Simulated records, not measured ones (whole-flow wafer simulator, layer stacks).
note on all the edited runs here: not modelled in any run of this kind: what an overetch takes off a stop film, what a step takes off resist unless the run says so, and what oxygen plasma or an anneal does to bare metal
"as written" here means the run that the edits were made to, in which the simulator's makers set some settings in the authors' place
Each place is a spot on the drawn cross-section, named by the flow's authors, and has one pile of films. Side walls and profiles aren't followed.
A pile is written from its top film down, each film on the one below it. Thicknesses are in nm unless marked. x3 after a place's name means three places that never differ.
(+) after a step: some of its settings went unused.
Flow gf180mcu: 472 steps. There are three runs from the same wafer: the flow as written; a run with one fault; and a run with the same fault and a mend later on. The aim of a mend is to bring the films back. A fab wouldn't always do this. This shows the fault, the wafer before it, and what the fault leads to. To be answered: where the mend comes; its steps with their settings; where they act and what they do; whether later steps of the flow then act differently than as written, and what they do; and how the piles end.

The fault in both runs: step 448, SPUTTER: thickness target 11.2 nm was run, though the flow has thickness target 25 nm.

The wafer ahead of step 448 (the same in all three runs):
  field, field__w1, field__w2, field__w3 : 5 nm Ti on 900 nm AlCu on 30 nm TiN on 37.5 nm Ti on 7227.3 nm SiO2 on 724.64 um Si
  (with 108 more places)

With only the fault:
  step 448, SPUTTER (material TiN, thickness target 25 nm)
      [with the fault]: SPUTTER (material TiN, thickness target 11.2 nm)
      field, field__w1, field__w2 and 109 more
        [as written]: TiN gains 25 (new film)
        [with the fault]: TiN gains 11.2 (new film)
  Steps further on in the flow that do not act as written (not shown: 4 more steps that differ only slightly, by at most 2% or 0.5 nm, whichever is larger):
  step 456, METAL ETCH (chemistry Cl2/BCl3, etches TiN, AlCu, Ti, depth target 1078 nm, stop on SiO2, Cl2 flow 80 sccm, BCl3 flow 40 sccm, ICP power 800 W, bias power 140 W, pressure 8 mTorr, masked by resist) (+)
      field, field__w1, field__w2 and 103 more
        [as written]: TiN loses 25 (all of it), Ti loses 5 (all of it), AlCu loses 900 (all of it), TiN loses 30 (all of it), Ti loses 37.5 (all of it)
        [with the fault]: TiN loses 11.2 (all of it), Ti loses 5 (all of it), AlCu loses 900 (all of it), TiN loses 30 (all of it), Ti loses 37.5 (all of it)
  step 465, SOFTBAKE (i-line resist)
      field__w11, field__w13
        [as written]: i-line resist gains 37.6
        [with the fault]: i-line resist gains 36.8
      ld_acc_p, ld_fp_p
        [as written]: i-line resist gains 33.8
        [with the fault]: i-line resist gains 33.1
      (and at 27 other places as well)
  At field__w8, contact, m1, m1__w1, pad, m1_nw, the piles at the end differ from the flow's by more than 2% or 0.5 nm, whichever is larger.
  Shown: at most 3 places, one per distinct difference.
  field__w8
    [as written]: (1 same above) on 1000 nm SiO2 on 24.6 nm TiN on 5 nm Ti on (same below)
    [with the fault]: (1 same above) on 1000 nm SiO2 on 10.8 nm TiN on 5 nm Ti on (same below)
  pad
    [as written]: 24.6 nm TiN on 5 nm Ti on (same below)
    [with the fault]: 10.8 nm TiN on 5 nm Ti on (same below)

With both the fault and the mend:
  The mend follows step 448.
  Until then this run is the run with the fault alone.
  step 448a, SPUTTER (material TiN, thickness target 13.8 nm) (the flow's step 448 again, with other settings)
      field, field__w1, field__w2 and 109 more
        TiN gains 13.8
  Later steps of the flow that are run all act as written at every place that is followed.
  By the end, the piles equal the flow's at every place that both follow.
